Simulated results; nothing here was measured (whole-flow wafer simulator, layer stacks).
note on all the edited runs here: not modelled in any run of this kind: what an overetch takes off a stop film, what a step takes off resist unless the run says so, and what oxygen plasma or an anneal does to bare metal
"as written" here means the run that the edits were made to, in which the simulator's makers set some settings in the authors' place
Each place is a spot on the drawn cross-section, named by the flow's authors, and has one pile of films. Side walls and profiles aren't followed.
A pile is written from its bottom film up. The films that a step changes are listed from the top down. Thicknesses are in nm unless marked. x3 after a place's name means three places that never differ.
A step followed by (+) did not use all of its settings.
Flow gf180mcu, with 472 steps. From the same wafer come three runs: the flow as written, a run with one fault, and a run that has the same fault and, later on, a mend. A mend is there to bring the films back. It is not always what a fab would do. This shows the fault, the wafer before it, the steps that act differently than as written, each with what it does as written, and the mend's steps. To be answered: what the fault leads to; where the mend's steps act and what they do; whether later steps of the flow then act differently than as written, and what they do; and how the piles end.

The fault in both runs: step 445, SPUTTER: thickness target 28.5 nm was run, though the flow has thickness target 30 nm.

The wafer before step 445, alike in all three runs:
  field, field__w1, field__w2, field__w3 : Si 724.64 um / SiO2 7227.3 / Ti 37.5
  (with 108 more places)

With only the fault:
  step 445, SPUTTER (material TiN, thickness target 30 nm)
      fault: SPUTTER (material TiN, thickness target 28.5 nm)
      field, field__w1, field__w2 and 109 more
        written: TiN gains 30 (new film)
        fault: TiN gains 28.5 (new film)
  Steps later in the flow that act otherwise than as written (not shown: 4 more steps that differ only slightly, by at most 2% or 0.5 nm, whichever is larger):
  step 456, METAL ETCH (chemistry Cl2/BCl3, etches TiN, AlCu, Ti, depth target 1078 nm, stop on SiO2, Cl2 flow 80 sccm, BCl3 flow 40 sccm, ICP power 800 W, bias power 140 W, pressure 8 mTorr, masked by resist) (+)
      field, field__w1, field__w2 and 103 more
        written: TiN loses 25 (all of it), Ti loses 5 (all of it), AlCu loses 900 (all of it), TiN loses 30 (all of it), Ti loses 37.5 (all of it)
        fault: TiN loses 25 (all of it), Ti loses 5 (all of it), AlCu loses 900 (all of it), TiN loses 28.5 (all of it), Ti loses 37.5 (all of it)
  The piles end different from the flow's at field__w8, contact, m1, m1__w1, pad, m1_nw by more than 2% or 0.5 nm, whichever is larger.
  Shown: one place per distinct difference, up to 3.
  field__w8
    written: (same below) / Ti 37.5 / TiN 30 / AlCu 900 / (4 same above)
    fault: (same below) / Ti 37.5 / TiN 28.5 / AlCu 900 / (4 same above)
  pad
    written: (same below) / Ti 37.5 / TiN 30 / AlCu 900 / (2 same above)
    fault: (same below) / Ti 37.5 / TiN 28.5 / AlCu 900 / (2 same above)

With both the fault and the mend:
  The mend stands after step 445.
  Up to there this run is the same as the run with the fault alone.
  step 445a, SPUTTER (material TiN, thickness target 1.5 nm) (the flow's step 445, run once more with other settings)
      field, field__w1, field__w2 and 109 more
        TiN gains 1.5
  Every later step of the flow that is run acts as written at every place that is followed.
  At every place that both follow, the piles at the end match the flow's.
